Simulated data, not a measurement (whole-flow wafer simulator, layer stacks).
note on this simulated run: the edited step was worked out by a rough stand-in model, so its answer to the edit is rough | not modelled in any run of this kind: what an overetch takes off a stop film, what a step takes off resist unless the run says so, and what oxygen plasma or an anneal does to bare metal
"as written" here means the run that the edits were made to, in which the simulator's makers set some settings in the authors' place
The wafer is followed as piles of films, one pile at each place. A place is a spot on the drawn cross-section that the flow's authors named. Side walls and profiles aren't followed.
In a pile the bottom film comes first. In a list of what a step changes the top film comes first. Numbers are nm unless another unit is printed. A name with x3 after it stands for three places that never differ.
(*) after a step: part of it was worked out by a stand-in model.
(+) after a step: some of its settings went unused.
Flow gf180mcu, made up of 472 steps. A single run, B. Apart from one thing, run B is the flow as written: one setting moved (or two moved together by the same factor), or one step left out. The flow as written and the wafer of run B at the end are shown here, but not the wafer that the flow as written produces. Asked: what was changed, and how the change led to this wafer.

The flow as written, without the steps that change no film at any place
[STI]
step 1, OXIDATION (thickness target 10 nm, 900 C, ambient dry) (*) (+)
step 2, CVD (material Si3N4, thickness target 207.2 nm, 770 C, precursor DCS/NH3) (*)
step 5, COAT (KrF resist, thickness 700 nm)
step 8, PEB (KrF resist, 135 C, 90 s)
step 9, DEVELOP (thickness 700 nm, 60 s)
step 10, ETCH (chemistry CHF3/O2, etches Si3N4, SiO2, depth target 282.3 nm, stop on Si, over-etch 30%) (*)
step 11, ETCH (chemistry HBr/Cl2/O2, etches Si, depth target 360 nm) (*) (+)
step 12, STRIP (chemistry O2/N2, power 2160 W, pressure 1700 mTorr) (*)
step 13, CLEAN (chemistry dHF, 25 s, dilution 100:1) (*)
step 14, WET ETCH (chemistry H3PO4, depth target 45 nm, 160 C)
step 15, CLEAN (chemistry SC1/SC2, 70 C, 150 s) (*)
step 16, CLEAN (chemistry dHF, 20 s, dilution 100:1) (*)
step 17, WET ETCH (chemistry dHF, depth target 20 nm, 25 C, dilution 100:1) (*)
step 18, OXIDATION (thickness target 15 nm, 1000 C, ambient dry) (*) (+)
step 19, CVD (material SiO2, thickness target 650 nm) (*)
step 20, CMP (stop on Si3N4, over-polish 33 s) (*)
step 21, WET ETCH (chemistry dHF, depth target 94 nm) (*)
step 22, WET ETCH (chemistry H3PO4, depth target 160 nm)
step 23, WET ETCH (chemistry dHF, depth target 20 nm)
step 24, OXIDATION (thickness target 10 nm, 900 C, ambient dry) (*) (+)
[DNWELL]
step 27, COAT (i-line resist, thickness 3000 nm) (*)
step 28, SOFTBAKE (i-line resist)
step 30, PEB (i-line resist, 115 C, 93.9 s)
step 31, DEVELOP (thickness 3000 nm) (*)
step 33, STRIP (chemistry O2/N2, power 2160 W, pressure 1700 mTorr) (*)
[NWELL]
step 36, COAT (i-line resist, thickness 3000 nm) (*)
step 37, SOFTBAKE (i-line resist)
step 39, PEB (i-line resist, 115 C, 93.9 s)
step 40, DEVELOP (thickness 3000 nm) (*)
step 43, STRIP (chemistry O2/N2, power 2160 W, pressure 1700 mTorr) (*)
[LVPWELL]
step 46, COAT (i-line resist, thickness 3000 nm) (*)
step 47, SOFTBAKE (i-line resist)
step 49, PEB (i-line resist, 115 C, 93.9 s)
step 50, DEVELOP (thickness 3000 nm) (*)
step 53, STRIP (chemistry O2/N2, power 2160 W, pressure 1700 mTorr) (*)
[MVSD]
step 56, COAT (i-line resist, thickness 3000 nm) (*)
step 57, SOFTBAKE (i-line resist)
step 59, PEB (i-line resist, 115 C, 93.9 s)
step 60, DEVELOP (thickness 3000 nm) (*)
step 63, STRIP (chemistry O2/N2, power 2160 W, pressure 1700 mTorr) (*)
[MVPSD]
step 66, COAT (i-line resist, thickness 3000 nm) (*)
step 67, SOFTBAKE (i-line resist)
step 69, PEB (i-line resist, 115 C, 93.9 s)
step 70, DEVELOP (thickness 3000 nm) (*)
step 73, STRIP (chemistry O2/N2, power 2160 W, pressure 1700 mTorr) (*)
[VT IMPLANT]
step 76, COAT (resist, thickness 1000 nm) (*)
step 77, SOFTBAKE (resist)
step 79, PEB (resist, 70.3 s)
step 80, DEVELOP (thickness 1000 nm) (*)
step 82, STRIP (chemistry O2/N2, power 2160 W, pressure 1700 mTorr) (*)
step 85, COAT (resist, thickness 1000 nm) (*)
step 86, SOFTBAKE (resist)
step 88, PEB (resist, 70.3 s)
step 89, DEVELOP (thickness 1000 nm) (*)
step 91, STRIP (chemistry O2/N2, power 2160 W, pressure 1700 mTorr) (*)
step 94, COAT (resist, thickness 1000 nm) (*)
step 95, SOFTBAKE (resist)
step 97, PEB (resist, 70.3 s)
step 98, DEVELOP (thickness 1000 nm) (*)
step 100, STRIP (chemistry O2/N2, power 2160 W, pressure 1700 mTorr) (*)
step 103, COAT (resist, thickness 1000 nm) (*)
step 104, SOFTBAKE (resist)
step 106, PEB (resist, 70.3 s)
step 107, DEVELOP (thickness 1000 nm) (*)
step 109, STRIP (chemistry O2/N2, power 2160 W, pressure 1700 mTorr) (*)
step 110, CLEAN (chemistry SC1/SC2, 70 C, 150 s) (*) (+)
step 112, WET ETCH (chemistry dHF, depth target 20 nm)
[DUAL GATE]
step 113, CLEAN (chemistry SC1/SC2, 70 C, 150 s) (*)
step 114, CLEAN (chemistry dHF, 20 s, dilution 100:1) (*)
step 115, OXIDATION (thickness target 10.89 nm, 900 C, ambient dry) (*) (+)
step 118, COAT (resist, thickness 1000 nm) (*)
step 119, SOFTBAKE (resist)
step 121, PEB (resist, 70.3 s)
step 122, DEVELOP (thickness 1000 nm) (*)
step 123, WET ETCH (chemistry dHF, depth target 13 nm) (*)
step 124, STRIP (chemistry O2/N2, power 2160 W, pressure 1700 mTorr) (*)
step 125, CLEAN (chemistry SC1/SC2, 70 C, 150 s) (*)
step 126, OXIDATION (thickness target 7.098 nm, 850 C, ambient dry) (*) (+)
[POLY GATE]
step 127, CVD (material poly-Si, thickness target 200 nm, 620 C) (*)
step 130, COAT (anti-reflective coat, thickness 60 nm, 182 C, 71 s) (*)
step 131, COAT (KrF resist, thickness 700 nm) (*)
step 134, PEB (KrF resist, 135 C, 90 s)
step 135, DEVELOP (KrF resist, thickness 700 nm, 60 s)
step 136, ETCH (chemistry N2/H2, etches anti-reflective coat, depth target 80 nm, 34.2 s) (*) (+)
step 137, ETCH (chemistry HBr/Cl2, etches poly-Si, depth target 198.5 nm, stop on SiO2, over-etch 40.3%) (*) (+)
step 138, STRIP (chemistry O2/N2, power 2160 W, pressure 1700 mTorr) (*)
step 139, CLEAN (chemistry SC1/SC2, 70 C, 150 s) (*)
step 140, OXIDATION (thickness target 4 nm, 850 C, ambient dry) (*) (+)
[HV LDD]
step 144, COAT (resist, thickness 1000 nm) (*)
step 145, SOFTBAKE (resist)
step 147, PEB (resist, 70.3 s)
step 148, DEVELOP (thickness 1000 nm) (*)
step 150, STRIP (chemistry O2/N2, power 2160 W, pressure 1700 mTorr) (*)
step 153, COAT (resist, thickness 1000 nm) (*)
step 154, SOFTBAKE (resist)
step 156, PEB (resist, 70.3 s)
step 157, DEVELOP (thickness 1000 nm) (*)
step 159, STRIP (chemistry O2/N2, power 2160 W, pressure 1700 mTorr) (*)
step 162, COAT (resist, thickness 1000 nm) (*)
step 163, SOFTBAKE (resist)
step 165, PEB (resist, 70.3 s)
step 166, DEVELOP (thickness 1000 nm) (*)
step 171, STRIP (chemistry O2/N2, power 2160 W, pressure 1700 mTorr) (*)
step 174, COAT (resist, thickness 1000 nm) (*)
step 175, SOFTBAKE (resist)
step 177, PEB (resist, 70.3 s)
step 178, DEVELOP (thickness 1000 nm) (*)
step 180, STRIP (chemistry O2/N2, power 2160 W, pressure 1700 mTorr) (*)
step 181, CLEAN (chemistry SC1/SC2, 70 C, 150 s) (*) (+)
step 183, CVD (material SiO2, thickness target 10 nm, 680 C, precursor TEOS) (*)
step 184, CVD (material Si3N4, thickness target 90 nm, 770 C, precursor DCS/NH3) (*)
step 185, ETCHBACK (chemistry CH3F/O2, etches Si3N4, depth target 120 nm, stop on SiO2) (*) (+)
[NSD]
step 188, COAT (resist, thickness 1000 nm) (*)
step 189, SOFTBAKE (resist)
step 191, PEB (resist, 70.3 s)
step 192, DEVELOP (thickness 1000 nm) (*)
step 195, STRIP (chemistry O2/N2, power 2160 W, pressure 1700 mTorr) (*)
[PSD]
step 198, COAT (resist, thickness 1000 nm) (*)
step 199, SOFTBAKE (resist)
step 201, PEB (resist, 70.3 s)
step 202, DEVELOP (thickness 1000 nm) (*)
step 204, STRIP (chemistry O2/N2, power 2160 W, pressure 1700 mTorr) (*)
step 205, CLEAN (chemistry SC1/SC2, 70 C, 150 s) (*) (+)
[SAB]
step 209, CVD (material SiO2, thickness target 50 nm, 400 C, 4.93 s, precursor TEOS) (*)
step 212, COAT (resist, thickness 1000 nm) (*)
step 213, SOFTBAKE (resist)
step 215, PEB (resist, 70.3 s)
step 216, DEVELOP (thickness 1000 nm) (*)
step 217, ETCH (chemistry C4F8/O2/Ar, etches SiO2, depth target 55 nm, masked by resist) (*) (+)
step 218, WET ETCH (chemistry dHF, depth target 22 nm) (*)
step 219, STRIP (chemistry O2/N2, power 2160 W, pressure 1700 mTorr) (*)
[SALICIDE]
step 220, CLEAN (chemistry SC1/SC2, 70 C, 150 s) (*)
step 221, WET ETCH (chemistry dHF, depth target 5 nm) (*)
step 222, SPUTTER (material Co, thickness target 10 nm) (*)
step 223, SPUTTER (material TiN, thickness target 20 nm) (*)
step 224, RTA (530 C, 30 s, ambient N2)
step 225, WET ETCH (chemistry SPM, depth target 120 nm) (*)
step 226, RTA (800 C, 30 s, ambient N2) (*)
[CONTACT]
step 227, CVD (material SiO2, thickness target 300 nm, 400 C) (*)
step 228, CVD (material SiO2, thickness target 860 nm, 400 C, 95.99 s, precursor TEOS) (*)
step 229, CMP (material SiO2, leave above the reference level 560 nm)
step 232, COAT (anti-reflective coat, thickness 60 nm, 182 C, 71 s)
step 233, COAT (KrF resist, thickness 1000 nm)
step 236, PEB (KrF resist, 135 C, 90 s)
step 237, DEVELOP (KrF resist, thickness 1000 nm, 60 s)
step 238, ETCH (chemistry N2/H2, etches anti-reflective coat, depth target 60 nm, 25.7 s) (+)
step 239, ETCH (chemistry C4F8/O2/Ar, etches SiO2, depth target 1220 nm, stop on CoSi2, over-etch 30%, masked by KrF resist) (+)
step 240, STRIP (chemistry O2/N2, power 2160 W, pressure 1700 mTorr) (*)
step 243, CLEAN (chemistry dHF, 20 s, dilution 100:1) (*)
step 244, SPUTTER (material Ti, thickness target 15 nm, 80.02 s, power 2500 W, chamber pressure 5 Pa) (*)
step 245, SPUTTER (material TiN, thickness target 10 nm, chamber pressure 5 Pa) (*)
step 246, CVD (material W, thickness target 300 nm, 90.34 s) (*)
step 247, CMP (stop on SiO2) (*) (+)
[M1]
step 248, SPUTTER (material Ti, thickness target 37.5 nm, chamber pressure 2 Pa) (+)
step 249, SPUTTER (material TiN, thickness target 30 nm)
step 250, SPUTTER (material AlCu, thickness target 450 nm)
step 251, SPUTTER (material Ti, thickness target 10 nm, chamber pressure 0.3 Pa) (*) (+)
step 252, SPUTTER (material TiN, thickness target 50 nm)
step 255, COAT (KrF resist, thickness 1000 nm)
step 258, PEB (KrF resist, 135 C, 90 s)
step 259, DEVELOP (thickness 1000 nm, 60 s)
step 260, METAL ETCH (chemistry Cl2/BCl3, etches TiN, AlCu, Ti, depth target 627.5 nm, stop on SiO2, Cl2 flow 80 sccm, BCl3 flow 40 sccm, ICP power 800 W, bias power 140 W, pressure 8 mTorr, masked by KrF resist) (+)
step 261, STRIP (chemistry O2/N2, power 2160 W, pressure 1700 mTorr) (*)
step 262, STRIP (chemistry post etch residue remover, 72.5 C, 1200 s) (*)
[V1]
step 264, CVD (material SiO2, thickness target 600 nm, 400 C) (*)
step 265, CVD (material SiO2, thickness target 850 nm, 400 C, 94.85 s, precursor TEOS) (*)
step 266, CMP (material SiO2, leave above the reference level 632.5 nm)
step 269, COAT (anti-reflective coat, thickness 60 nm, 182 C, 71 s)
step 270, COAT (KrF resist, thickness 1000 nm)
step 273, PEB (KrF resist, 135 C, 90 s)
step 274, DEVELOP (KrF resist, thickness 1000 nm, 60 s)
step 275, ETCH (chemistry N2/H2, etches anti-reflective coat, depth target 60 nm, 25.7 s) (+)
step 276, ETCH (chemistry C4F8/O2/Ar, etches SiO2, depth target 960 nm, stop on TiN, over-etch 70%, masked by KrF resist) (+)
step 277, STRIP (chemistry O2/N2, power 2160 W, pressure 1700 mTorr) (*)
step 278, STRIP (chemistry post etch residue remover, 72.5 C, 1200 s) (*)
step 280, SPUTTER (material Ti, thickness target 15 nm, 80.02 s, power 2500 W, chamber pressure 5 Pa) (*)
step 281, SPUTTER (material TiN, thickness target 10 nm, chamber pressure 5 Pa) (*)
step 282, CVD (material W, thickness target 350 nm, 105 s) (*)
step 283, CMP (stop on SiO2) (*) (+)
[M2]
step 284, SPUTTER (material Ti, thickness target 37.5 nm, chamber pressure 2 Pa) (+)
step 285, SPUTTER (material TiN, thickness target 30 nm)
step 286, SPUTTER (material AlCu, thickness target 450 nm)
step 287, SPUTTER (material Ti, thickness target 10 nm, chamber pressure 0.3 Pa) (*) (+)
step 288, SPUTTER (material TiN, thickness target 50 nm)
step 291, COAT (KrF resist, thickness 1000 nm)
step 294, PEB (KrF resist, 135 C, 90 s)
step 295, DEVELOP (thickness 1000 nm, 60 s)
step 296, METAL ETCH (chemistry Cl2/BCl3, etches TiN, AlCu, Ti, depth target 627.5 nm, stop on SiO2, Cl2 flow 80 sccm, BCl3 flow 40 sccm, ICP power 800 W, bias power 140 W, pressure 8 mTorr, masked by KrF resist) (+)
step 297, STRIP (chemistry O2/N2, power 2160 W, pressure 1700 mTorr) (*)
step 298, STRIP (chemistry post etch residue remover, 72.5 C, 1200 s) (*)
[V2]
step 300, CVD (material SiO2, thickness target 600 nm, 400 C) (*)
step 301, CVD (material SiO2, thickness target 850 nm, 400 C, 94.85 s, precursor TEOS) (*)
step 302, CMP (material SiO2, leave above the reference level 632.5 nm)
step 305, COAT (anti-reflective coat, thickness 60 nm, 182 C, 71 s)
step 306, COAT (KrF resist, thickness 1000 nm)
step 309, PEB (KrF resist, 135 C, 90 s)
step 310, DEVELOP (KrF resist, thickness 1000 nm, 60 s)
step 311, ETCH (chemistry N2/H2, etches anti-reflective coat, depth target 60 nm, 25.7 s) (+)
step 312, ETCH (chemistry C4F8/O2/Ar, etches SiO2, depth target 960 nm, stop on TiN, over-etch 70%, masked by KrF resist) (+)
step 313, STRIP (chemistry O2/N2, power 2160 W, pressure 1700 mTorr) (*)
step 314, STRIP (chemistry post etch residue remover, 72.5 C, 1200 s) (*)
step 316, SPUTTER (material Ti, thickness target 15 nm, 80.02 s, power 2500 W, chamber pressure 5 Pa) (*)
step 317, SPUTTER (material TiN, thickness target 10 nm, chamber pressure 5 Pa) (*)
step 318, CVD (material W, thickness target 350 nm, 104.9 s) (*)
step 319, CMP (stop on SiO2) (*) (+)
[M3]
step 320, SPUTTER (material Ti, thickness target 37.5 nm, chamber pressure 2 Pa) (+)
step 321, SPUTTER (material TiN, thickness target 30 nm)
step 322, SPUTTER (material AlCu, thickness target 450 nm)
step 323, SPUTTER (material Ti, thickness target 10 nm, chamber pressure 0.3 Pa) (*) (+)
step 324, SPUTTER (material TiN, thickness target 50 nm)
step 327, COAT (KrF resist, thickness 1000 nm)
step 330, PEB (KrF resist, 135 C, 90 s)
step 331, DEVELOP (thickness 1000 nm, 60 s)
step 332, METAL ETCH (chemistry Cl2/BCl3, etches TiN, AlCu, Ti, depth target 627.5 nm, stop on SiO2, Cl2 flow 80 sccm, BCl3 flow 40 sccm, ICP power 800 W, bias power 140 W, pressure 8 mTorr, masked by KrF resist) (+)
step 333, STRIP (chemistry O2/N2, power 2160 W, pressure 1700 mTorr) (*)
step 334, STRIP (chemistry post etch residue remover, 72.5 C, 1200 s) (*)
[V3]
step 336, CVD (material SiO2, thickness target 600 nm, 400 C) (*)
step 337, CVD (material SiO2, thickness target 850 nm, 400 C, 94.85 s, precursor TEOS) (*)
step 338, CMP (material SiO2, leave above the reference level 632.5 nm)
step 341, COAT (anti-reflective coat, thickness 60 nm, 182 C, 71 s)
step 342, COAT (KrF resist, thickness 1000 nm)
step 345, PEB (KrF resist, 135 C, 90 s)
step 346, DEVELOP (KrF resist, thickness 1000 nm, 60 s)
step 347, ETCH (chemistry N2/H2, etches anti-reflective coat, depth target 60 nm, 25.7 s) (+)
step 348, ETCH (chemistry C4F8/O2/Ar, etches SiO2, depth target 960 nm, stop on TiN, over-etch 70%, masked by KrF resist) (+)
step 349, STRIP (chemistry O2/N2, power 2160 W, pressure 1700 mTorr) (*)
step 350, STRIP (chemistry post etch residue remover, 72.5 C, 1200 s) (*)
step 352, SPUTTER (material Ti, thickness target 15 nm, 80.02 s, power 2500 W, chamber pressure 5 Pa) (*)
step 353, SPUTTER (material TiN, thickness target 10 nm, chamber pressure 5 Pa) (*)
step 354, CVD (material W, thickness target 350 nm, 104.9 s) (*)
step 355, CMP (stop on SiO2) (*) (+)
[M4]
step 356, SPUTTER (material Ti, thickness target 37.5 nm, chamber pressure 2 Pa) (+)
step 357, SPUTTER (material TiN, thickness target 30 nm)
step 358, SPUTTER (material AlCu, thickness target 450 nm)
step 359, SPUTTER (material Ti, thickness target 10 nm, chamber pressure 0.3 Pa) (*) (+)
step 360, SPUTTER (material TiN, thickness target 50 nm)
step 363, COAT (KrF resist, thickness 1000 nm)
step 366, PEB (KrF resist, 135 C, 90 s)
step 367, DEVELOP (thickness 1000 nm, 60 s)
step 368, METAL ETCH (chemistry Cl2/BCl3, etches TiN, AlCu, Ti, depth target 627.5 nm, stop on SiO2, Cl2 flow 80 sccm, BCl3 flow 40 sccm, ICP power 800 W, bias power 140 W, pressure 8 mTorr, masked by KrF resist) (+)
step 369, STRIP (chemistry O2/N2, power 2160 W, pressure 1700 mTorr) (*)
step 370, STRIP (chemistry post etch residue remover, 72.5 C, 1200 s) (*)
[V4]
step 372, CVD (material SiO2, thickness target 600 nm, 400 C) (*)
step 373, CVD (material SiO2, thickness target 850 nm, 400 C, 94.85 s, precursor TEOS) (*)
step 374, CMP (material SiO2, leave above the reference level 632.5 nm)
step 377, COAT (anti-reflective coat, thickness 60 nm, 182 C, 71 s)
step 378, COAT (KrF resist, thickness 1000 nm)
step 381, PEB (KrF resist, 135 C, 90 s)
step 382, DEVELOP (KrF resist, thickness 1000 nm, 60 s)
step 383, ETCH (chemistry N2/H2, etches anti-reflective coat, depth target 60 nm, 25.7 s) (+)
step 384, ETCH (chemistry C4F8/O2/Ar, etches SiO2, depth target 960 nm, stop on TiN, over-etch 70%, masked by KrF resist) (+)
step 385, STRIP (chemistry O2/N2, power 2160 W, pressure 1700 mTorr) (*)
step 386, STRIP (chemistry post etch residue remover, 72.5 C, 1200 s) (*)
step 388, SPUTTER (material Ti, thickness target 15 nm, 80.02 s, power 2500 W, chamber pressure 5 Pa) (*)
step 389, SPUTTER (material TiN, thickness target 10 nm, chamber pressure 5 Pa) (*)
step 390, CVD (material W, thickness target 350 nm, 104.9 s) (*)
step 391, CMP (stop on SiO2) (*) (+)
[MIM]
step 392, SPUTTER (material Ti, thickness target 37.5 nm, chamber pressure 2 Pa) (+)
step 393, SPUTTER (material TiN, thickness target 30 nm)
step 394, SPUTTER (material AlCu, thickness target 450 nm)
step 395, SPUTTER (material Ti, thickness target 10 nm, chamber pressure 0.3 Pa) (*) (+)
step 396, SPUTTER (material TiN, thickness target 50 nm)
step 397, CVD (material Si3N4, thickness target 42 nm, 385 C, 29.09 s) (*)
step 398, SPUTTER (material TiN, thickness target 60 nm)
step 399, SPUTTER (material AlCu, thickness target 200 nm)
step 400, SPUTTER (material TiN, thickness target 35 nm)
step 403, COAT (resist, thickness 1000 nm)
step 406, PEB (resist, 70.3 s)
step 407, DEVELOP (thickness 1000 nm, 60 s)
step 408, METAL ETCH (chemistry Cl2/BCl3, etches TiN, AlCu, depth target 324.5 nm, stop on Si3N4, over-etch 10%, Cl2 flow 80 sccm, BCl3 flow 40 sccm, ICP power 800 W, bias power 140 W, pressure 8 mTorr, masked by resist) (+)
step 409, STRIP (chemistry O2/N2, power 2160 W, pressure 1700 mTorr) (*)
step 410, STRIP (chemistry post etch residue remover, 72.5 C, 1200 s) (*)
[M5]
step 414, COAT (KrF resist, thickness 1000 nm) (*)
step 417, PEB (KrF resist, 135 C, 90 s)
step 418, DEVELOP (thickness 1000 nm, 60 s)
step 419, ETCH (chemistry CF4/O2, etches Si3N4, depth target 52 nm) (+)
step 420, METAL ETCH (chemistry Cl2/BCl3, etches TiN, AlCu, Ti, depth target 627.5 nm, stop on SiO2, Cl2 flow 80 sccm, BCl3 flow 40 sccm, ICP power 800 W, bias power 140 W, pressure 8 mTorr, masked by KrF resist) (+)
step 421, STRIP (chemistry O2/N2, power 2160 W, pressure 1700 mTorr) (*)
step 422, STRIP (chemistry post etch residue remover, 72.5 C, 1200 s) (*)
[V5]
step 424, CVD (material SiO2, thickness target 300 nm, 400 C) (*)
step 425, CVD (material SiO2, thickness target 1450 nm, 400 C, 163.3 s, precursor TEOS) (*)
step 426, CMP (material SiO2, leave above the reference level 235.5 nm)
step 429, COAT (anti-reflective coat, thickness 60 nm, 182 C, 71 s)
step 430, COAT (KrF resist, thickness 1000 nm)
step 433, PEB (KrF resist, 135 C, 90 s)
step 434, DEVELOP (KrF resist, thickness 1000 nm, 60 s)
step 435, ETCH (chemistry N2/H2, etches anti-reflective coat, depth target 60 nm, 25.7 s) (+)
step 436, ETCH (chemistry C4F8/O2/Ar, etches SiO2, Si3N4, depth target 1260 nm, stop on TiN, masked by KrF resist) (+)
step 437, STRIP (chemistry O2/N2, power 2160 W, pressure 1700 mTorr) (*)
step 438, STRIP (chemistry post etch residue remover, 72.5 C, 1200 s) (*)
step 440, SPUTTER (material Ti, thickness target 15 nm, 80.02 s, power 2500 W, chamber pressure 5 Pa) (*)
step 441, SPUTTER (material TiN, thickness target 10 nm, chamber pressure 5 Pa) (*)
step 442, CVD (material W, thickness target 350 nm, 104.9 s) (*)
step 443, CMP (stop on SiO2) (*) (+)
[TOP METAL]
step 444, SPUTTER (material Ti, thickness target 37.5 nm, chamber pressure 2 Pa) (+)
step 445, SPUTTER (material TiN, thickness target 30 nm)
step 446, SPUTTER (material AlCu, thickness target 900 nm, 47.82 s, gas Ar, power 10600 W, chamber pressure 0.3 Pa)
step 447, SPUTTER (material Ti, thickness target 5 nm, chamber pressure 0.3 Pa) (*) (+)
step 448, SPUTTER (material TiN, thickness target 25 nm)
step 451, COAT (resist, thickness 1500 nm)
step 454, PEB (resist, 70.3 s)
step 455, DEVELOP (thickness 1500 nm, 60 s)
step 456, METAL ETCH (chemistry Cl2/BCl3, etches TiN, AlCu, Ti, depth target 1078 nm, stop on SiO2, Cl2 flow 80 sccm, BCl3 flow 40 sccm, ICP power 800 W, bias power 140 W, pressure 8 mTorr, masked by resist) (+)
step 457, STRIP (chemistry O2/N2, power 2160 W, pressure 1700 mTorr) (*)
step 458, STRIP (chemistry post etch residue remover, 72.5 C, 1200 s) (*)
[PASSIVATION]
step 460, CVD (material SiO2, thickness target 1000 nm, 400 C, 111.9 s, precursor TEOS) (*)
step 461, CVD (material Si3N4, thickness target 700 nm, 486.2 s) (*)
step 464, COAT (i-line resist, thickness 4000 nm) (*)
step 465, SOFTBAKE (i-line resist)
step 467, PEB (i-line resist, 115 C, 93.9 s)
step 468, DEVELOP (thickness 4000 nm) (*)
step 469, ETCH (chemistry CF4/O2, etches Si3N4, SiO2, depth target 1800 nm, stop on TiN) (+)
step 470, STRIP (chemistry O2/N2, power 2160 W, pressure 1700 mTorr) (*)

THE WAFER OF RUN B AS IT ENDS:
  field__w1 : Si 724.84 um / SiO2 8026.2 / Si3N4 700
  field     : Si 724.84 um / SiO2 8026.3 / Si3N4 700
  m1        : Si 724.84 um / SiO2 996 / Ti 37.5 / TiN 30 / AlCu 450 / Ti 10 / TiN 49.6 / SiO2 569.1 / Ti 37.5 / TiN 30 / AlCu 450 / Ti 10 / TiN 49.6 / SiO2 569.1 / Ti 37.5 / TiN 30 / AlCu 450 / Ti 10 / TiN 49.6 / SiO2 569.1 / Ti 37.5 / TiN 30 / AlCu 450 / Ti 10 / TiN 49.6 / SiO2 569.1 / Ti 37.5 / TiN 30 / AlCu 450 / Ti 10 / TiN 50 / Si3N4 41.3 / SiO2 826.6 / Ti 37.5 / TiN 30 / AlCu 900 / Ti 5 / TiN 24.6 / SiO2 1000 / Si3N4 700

What caused this: step 11, ETCH: depth target 158 nm was run, though the flow has depth target 360 nm.

How this came from the change, step by step:
  step 11, ETCH (chemistry HBr/Cl2/O2, etches Si, depth target 360 nm) (*) (+)
      active, n_well, p_well and 40 more: KrF resist loses 45 (it would be, as written: KrF resist loses 112.3)
      field, field_sub, sti and 34 more: Si loses 135 (it would be, as written: Si loses 337)
  step 12, STRIP (chemistry O2/N2, power 2160 W, pressure 1700 mTorr) (*)
      active, n_well, p_well and 40 more: KrF resist loses 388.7 (all of it) (it would be, as written: KrF resist loses 321.4 (all of it))
  step 19, CVD (material SiO2, thickness target 650 nm) (*)
      ld_fp_n, ld_drift_n, ld_fp_p and 7 more: SiO2 gains 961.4 (it would be, as written: SiO2 gains 1163.4)
      m1: SiO2 gains 650 (it would be, as written: SiO2 gains 1163.4)
  step 20, CMP (stop on Si3N4, over-polish 33 s) (*)
      sti, mim_1p0, pad and 11 more: SiO2 loses 340.5 (it would be, as written: SiO2 loses 138.5)
      nw_enc_fld, nw_enc_fld_lv: SiO2 loses 344.5 (it would be, as written: SiO2 loses 142.5)
      (also at 11 further places)
  step 24, OXIDATION (thickness target 10 nm, 900 C, ambient dry) (*) (+)
      sti, mim_1p0, pad and 17 more: SiO2 gains 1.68, Si loses 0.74 (it would be, as written: SiO2 gains 1.02, Si loses 0.45)
      field, mim, nw_sep_fld: SiO2 gains 1.74, Si loses 0.77 (it would be, as written: SiO2 gains 1.04, Si loses 0.46)
      (also at 14 further places)
  step 115, OXIDATION (thickness target 10.89 nm, 900 C, ambient dry) (*) (+)
      sti, mim_1p0, pad and 19 more: SiO2 gains 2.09, Si loses 0.92 (it would be, as written: SiO2 gains 1.22, Si loses 0.54)
      field, field__w1, field__w2 and 6 more: SiO2 gains 2.16, Si loses 0.95 (it would be, as written: SiO2 gains 1.25, Si loses 0.55)
      (also at 18 further places)
  step 189, SOFTBAKE (resist)
      field__w9: resist loses 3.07 (it would be, as written: resist gains 6.92)
      active_hv: resist loses 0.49 (it would be, as written: resist gains 2.68)
      (also at 1 further place)
  step 199, SOFTBAKE (resist)
      field__w9: resist loses 3.07 (it would be, as written: resist gains 6.92)
      active_hv: resist loses 0.49 (it would be, as written: resist gains 2.68)
      (also at 1 further place)
